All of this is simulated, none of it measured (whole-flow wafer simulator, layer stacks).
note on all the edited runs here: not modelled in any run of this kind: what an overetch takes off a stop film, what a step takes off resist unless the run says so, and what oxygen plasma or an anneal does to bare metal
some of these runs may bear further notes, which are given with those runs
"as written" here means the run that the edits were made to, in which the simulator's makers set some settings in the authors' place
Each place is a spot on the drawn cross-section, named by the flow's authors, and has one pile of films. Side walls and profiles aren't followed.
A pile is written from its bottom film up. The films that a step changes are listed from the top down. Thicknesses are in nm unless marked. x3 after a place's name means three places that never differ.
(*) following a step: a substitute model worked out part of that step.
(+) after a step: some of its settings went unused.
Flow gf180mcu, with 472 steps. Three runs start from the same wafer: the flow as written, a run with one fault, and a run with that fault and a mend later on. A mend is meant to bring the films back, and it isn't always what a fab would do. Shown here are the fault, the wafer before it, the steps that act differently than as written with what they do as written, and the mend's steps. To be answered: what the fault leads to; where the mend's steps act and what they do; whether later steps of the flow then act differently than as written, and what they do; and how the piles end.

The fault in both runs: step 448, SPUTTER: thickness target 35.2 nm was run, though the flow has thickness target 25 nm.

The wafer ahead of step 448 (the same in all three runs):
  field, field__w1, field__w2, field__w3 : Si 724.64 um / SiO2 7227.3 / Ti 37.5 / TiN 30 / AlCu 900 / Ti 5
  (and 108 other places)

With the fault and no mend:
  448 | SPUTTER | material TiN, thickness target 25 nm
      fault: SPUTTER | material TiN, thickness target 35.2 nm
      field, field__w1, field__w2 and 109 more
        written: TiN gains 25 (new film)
        fault: TiN gains 35.2 (new film)
  Steps later in the flow that act otherwise than as written (4 more steps, not shown, differ only slightly: by at most 2% or 0.5 nm, whichever is larger):
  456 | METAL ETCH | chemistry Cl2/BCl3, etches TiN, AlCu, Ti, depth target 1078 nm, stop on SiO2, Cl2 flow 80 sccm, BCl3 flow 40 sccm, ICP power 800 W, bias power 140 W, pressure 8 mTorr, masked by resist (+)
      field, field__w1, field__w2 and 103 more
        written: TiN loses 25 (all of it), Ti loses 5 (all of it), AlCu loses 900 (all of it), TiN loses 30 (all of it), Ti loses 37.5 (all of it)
        fault: TiN loses 35.2 (all of it), Ti loses 5 (all of it), AlCu loses 900 (all of it), TiN loses 30 (all of it), Ti loses 37.5 (all of it)
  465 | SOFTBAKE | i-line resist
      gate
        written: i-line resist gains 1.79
        fault: i-line resist loses 0.28
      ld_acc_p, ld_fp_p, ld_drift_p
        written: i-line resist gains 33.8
        fault: i-line resist gains 27.3
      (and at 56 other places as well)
  At field__w8, contact, m1, m1__w1, pad, m1_nw, the piles at the end differ from the flow's by more than 2% or 0.5 nm, whichever is larger.
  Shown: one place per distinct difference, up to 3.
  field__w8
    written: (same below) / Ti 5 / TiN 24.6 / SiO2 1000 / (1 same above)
    fault: (same below) / Ti 5 / TiN 34.8 / SiO2 1000 / (1 same above)
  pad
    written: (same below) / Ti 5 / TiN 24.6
    fault: (same below) / Ti 5 / TiN 34.8

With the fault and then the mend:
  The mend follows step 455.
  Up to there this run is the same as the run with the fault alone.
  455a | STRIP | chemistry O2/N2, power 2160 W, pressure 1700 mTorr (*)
      field__w8, contact, m1, m1__w1, pad, m1_nw
        resist loses 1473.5 (all of it)
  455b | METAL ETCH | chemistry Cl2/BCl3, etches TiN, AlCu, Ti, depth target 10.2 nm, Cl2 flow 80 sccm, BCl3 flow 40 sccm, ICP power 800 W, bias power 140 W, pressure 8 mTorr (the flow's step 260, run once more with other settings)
      field, field__w1, field__w2 and 109 more
        TiN loses 10.2
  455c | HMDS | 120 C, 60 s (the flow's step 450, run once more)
      does not change any film at any place that is followed
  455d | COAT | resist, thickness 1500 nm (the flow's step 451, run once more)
      field, field__w1, field__w2 and 109 more
        resist gains 1500 (new film)
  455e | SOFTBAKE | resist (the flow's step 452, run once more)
      does not change any film at any place that is followed
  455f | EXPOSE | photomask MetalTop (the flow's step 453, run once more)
      does not change any film at any place that is followed
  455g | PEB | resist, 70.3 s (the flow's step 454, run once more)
      field, field__w1, field__w2 and 109 more
        resist loses 26.5
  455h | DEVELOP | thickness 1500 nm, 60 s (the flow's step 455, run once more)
      field, field__w1, field__w2 and 103 more
        resist loses 1473.5 (all of it)
  Later steps of the flow that are run all act as written at every place that is followed.
  The piles end the same as the flow's at every place that both follow.
